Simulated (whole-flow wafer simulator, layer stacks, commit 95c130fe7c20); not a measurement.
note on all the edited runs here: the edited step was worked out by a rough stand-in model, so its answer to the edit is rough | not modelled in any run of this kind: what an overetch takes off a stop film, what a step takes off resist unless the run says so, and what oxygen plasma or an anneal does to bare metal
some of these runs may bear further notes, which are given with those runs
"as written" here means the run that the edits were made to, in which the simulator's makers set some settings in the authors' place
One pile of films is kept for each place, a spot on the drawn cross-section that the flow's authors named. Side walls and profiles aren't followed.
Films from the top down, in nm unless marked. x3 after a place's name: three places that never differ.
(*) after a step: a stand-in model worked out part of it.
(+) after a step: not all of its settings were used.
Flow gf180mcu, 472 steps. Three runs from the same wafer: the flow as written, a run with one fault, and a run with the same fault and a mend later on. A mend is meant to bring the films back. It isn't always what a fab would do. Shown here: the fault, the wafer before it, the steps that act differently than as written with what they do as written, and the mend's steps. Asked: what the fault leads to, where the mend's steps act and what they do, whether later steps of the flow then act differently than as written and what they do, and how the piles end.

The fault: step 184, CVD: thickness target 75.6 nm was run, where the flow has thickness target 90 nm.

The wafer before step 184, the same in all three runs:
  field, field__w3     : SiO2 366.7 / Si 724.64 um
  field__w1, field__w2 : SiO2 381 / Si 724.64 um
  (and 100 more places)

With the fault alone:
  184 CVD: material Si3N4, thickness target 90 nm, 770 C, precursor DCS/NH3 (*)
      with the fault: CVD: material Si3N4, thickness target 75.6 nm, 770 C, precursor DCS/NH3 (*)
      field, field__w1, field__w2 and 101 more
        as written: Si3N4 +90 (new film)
        with the fault: Si3N4 +75.6 (new film)
  Later steps of the flow that act differently than as written (15 more steps differ only slightly, by at most 2% or 0.5 nm, whichever is larger, and aren't shown):
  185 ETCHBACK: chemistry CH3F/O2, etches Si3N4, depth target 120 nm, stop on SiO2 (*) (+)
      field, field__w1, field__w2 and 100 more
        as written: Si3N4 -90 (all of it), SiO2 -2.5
        with the fault: Si3N4 -75.6 (all of it), SiO2 -3.7
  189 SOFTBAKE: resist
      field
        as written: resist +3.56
        with the fault: resist -0.35
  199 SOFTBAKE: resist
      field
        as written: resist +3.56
        with the fault: resist -0.35
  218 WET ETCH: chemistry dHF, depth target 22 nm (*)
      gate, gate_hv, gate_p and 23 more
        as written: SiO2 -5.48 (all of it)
        with the fault: SiO2 -4.28 (all of it)
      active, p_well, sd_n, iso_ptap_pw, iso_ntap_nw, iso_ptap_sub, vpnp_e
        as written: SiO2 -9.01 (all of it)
        with the fault: SiO2 -7.81 (all of it)
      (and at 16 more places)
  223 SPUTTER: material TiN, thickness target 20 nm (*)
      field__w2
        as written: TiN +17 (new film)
        with the fault: TiN +17.7 (new film)
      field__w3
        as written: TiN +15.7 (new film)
        with the fault: TiN +16.6 (new film)
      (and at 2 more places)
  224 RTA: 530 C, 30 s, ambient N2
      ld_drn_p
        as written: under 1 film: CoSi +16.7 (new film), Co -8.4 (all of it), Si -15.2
        with the fault: under 1 film: CoSi +17.4 (new film), Co -8.73 (all of it), Si -15.8
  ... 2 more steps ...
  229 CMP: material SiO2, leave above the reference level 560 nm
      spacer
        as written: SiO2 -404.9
        with the fault: SiO2 -390.5
  At the end the piles differ from the flow's by more than 2% or 0.5 nm, whichever is larger, at spacer, ld_sd_n, ld_drn_n, ld_drn_p.
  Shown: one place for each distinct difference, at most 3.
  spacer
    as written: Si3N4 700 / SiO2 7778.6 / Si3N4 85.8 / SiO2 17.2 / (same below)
    with the fault: Si3N4 700 / SiO2 7793 / Si3N4 71.4 / SiO2 17.2 / (same below)
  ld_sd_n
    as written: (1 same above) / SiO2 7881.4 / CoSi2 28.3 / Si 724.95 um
    with the fault: (1 same above) / SiO2 7881.4 / CoSi2 28.9 / Si 724.95 um
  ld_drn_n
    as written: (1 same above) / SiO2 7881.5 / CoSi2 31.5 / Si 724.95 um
    with the fault: (1 same above) / SiO2 7881.5 / CoSi2 32.2 / Si 724.95 um

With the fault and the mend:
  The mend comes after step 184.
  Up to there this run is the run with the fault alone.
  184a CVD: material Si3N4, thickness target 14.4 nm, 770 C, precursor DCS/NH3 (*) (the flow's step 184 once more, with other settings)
      field, field__w1, field__w2 and 101 more
        Si3N4 +14.4
  No later step of the flow acts differently than as written, at any place that is followed, by more than 2% or 0.5 nm, whichever is larger.
  At the end the piles are the same as the flow's at every place that both follow.
